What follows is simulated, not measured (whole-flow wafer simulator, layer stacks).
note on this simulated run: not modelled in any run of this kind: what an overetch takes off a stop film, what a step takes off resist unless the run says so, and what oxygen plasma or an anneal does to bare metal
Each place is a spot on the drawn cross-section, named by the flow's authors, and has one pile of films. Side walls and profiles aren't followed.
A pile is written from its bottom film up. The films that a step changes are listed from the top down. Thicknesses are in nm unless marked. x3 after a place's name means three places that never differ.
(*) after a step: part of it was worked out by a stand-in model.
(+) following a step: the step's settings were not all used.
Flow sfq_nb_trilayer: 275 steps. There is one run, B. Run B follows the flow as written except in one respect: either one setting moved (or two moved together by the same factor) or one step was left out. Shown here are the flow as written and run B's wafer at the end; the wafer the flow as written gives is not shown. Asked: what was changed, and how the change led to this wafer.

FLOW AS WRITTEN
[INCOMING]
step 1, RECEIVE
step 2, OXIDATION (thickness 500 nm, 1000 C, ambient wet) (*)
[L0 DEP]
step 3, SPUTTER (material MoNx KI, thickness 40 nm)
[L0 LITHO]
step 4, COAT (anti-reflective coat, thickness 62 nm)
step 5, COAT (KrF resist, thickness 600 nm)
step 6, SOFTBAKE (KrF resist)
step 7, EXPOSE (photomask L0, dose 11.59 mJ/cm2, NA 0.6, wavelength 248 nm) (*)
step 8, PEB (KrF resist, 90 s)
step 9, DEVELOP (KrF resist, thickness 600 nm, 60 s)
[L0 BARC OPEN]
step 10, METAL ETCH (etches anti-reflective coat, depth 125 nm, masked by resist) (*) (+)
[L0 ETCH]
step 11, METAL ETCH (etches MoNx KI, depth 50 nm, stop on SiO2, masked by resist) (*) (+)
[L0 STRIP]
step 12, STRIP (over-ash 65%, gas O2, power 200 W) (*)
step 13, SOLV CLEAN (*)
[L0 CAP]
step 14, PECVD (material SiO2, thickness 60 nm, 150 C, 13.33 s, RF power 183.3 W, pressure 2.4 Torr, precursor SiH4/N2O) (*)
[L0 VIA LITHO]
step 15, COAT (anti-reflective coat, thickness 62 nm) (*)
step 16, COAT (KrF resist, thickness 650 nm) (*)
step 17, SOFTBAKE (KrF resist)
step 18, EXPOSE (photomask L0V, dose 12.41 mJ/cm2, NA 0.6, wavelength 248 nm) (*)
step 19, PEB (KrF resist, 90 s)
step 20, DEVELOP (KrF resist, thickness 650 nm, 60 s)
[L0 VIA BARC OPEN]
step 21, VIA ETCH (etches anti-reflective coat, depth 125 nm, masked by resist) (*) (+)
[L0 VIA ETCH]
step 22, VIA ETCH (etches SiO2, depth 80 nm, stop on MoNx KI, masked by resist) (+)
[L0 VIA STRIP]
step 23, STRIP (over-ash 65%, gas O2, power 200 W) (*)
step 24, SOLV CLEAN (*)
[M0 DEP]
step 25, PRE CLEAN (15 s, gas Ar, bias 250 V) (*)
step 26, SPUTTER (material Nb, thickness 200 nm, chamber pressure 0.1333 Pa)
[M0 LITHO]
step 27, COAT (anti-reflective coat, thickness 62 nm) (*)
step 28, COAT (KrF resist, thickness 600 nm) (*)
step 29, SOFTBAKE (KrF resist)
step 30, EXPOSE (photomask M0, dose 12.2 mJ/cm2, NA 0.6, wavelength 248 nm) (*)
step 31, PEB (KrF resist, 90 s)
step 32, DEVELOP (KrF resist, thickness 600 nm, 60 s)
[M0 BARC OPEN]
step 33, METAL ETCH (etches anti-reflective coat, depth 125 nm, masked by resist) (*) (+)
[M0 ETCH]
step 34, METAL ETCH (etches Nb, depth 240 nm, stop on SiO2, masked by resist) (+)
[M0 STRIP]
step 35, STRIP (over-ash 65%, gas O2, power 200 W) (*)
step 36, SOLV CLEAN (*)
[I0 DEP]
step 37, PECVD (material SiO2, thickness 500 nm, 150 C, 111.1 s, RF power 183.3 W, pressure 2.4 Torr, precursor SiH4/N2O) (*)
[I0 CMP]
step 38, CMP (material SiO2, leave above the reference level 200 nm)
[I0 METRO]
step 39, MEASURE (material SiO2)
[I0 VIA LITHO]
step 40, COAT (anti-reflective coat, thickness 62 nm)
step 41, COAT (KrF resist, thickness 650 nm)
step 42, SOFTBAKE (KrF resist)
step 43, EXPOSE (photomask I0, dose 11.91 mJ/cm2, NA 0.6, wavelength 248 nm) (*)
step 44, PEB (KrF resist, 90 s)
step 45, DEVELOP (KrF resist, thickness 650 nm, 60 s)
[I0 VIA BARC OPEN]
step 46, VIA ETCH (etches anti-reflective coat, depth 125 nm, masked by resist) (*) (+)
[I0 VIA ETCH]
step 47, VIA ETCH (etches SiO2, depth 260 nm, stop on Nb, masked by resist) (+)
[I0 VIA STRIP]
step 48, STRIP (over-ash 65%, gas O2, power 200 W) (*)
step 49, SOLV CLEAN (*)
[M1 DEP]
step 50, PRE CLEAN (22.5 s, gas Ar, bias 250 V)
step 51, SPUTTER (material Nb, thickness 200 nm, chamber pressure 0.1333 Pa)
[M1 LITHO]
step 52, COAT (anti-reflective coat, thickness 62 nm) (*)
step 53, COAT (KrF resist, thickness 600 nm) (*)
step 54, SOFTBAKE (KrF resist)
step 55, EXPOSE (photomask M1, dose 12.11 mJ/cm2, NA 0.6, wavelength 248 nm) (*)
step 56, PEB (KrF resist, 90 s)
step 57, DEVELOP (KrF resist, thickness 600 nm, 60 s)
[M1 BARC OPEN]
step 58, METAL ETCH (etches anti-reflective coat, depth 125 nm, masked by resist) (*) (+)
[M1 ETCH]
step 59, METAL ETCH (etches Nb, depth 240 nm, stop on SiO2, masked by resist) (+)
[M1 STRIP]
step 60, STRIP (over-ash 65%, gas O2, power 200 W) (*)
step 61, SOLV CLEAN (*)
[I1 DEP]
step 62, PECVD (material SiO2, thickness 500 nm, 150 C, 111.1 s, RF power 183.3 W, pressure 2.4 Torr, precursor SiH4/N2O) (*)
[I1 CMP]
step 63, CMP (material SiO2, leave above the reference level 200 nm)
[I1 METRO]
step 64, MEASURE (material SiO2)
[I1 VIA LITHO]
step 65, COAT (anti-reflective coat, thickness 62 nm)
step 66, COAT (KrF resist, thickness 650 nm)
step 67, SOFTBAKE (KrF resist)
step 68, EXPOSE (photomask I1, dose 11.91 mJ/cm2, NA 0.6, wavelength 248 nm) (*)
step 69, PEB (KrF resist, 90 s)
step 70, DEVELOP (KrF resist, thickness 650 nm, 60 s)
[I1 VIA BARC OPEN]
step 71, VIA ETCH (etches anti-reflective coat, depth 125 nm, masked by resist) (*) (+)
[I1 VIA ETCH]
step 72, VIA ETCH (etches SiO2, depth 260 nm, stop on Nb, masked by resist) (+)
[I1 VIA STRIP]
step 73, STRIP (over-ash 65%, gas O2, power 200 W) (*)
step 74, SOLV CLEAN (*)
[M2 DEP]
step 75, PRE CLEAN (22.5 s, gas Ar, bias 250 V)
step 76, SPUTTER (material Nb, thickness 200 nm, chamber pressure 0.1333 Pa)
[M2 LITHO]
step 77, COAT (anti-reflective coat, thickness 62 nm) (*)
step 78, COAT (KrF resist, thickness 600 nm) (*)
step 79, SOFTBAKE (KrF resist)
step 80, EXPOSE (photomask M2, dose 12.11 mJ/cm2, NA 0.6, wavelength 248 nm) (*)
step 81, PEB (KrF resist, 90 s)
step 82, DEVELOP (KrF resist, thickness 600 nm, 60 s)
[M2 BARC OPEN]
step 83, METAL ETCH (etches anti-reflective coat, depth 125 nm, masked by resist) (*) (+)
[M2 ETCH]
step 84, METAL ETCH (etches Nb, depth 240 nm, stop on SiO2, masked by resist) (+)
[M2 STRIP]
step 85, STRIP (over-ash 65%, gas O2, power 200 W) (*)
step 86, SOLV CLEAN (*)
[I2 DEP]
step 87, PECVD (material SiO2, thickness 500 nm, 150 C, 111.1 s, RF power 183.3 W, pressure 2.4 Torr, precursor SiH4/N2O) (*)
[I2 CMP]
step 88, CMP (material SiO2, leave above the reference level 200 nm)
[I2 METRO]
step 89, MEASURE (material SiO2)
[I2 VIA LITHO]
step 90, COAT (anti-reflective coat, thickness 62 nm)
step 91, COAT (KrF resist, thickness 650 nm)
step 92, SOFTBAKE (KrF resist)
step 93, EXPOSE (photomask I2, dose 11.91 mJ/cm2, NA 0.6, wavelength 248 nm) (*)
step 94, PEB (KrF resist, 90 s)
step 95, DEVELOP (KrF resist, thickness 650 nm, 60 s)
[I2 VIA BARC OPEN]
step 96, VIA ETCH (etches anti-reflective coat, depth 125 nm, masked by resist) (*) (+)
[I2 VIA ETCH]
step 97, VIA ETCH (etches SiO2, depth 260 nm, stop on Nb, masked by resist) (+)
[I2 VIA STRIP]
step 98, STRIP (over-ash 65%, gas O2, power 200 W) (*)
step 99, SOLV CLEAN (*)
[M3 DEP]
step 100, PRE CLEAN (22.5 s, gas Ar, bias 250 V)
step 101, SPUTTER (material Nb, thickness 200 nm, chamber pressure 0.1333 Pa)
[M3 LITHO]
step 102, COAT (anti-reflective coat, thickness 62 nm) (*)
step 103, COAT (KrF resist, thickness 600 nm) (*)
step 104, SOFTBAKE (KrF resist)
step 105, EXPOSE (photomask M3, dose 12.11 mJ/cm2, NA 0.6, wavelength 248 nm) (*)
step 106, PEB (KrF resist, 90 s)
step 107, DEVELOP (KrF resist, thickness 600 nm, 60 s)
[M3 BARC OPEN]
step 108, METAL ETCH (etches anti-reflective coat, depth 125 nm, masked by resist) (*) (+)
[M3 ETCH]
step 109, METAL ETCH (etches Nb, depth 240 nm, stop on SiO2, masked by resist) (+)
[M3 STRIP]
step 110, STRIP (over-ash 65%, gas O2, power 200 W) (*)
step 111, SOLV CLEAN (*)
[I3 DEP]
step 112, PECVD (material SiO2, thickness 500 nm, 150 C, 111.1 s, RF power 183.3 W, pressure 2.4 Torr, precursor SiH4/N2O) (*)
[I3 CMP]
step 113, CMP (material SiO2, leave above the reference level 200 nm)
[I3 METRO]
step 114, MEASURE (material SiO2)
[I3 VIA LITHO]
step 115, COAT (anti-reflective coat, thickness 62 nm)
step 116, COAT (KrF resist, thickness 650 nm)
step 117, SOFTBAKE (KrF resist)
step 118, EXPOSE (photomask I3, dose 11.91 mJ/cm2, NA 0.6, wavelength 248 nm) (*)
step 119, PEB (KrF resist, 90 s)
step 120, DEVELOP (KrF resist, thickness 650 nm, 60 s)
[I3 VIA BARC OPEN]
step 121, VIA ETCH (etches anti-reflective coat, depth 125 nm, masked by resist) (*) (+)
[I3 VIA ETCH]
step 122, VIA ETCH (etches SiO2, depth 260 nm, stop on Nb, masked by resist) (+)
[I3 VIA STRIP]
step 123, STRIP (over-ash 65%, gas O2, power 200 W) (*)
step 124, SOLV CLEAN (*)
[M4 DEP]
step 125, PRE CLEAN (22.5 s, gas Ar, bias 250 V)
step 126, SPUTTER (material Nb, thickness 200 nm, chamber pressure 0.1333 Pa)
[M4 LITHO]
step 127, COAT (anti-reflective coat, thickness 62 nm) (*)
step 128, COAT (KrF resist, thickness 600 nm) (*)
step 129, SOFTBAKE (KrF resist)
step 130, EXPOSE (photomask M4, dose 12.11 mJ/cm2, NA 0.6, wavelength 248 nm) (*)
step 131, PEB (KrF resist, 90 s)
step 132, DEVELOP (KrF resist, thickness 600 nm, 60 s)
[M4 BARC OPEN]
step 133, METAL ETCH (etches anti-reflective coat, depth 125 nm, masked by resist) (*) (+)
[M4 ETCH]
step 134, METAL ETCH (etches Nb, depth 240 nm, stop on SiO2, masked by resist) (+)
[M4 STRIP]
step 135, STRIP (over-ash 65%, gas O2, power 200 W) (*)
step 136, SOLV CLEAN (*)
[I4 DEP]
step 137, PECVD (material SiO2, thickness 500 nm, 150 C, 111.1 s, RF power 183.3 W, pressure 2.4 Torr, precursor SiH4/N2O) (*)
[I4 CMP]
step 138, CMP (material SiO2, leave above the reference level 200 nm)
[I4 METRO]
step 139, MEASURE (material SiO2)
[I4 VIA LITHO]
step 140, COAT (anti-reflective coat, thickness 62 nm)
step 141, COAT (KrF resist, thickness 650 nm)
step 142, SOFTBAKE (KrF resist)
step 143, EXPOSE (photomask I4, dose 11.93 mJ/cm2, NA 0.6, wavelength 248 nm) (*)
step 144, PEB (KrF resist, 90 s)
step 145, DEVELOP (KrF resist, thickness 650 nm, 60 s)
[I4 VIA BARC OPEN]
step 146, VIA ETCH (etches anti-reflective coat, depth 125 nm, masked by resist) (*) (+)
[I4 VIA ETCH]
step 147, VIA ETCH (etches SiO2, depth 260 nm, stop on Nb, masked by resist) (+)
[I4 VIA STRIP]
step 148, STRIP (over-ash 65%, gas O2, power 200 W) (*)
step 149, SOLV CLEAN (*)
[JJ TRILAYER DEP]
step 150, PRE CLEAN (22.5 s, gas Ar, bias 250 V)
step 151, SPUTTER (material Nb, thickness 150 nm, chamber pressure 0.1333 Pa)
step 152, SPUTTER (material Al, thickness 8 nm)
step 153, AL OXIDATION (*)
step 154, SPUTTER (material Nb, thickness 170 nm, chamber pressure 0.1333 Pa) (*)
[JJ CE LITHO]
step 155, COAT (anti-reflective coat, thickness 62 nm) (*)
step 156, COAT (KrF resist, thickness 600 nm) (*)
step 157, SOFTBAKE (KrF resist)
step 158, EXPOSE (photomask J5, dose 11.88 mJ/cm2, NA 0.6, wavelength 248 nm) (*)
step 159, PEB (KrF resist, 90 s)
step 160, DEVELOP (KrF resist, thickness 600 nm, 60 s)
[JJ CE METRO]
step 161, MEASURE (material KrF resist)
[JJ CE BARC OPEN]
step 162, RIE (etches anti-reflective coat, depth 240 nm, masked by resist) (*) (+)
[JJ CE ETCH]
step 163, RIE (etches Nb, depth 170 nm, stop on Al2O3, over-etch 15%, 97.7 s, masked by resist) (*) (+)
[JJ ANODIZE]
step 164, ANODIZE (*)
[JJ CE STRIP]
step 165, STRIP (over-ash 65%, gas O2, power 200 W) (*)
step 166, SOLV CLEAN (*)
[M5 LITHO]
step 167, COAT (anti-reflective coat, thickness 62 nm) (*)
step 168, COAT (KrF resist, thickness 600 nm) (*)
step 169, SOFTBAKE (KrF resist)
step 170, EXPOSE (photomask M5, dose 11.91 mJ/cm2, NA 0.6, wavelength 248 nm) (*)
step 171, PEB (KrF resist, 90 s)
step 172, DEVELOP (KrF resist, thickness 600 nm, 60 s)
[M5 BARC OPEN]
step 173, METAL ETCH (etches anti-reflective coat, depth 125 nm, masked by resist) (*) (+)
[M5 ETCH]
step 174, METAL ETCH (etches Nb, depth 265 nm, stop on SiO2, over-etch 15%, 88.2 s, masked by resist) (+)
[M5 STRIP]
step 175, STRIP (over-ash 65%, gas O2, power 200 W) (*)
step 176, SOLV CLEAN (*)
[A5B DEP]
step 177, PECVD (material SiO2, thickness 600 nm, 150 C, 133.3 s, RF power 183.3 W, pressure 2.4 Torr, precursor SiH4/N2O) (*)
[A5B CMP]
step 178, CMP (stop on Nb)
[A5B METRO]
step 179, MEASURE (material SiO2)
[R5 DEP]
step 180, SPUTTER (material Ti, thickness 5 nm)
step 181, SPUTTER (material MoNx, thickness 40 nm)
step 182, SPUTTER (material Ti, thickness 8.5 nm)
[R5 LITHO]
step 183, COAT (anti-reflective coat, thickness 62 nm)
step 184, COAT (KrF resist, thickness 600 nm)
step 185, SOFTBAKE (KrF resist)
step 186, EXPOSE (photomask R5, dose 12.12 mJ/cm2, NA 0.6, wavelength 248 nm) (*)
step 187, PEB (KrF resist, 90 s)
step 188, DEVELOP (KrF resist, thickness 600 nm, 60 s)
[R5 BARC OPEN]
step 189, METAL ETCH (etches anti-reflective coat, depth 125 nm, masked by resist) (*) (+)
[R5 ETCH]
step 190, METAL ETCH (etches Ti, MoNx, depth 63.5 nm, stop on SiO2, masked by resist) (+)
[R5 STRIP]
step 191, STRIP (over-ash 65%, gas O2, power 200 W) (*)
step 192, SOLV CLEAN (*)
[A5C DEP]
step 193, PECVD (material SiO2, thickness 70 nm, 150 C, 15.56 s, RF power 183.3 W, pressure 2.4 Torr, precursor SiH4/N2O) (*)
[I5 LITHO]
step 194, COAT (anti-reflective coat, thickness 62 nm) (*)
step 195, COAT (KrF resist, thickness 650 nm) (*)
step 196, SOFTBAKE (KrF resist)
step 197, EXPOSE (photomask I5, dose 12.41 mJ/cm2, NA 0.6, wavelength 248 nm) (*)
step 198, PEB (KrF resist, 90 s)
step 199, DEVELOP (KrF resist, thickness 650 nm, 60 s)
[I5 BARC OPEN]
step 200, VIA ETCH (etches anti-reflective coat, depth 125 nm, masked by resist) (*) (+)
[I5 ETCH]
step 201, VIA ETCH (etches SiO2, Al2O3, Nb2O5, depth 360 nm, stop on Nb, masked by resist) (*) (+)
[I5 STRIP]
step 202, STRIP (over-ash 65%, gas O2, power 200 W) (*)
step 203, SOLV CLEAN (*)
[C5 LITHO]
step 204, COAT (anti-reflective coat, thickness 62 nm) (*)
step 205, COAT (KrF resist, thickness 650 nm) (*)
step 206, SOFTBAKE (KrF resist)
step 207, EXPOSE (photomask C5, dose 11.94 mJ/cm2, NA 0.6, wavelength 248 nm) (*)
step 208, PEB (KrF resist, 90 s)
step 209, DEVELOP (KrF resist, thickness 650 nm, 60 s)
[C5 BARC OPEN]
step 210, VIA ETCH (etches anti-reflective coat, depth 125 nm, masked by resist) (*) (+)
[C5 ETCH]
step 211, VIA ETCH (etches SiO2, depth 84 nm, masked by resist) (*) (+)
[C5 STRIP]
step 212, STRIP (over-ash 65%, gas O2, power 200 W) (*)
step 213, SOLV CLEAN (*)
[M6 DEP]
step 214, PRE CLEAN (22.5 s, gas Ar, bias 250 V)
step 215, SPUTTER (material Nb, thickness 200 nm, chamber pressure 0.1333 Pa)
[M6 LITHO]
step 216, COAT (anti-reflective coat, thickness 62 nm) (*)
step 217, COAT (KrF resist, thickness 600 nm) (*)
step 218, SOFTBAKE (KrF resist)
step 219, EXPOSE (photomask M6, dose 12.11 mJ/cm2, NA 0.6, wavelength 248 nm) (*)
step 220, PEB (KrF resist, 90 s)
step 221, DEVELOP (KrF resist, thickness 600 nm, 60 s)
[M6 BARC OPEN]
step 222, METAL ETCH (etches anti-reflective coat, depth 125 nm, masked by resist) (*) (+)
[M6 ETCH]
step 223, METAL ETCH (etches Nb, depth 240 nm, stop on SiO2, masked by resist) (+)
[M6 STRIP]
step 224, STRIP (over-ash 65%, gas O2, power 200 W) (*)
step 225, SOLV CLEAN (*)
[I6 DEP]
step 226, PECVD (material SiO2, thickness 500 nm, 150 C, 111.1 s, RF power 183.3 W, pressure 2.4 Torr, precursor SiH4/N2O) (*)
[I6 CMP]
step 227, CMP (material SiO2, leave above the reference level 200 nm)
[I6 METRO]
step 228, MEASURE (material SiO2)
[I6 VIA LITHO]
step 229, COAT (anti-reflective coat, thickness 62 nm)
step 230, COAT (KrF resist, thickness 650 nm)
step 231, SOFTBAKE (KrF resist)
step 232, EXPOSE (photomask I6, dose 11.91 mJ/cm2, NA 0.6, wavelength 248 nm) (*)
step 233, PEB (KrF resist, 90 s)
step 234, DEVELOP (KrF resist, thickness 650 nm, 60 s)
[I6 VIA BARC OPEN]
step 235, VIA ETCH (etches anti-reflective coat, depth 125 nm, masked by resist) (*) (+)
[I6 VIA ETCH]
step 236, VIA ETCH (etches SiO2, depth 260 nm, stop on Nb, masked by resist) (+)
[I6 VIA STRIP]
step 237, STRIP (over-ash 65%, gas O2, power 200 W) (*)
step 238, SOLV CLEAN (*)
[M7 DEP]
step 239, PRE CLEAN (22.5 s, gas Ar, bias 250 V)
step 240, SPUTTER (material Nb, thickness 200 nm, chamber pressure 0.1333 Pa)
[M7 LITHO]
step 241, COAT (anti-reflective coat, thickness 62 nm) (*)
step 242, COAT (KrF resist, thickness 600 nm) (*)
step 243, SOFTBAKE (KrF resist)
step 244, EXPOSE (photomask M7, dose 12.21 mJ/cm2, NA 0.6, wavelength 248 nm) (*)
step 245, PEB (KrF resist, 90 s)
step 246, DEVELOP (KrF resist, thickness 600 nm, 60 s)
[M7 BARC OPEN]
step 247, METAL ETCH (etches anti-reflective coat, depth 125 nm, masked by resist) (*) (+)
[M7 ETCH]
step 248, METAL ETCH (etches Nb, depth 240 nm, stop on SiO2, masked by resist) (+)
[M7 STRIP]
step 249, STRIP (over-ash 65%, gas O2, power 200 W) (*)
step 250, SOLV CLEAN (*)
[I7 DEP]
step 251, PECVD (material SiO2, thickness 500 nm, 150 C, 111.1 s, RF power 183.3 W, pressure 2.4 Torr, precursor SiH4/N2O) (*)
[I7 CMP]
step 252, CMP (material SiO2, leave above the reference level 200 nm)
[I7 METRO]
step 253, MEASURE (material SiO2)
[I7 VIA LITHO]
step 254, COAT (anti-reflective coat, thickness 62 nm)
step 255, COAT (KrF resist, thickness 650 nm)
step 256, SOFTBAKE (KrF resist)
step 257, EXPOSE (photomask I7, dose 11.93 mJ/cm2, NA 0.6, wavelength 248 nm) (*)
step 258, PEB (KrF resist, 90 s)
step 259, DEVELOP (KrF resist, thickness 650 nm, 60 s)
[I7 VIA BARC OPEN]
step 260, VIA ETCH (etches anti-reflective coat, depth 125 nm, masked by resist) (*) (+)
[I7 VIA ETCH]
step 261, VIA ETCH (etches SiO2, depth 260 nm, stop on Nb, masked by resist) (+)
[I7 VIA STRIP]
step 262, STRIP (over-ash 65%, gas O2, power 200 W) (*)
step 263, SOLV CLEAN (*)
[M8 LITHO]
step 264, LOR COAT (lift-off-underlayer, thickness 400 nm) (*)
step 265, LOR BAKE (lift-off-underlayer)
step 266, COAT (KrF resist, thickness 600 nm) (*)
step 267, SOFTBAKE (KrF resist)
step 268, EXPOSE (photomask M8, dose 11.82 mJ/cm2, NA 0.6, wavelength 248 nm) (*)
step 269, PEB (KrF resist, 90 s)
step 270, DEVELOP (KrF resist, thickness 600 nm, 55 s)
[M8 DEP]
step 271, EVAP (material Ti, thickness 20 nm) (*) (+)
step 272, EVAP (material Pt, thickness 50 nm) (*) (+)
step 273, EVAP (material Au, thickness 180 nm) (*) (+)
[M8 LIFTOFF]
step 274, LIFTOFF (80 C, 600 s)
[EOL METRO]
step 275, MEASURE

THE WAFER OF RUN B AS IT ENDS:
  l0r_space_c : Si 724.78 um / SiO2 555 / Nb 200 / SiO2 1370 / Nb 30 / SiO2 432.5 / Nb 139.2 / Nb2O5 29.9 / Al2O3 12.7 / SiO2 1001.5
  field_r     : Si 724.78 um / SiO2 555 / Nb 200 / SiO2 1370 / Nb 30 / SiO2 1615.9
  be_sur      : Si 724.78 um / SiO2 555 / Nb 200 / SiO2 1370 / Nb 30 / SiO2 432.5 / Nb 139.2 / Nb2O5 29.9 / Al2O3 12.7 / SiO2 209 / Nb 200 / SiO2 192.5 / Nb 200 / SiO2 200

What caused this: step 126, SPUTTER: thickness 270 nm was run, while the flow as written has thickness 200 nm.

How this came from the change, step by step:
  step 126, SPUTTER (material Nb, thickness 200 nm, chamber pressure 0.1333 Pa)
      field_l, v_sur, via_wl and 102 more: Nb gains 270 (new film) (as written it would have been: Nb gains 200 (new film))
      via_v: Nb gains 224.4 (as written it would have been: Nb gains 165.5)
  step 134, METAL ETCH (etches Nb, depth 240 nm, stop on SiO2, masked by resist) (+)
      field_l, be, be_sur and 64 more: Nb loses 240 (as written it would have been: Nb loses 200 (all of it))
  step 137, PECVD (material SiO2, thickness 500 nm, 150 C, 111.1 s, RF power 183.3 W, pressure 2.4 Torr, precursor SiH4/N2O) (*)
      field_l, be, be_sur and 55 more: SiO2 gains 500 (new film) (as written it would have been: SiO2 gains 500)
      p3_s0, p3_s1, p3_s2, p3_s3, p3_s4, p3_s5: SiO2 gains 597.1 (new film) (as written it would have been: SiO2 gains 557.1)
      (also at 4 further places)
  step 138, CMP (material SiO2, leave above the reference level 200 nm)
      field_l, be, be_sur and 55 more: SiO2 loses 60 (as written it would have been: SiO2 loses 100)
      lsp_r, l0_sur, l0v: SiO2 loses 50.3 (as written it would have been: SiO2 loses 91.9)
      (also at 1 further place)
If metal films that touch count as one body, l0r_space_c has 3 bodies (between them, from the top down: SiO2 432.5; SiO2 1370); the flow as written gives 2 bodies (between them, from the top down: SiO2 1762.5).
If metal films that touch count as one body, field_r has 2 bodies (between them, from the top down: SiO2 1370); the flow as written gives 1 body.
If metal films that touch count as one body, be_sur has 5 bodies (between them, from the top down: SiO2 192.5; SiO2 209 / Al2O3 12.7 / Nb2O5 29.9; SiO2 432.5; SiO2 1370); the flow as written gives 4 bodies (between them, from the top down: SiO2 192.5; SiO2 209 / Al2O3 12.7 / Nb2O5 29.9; SiO2 1762.5).
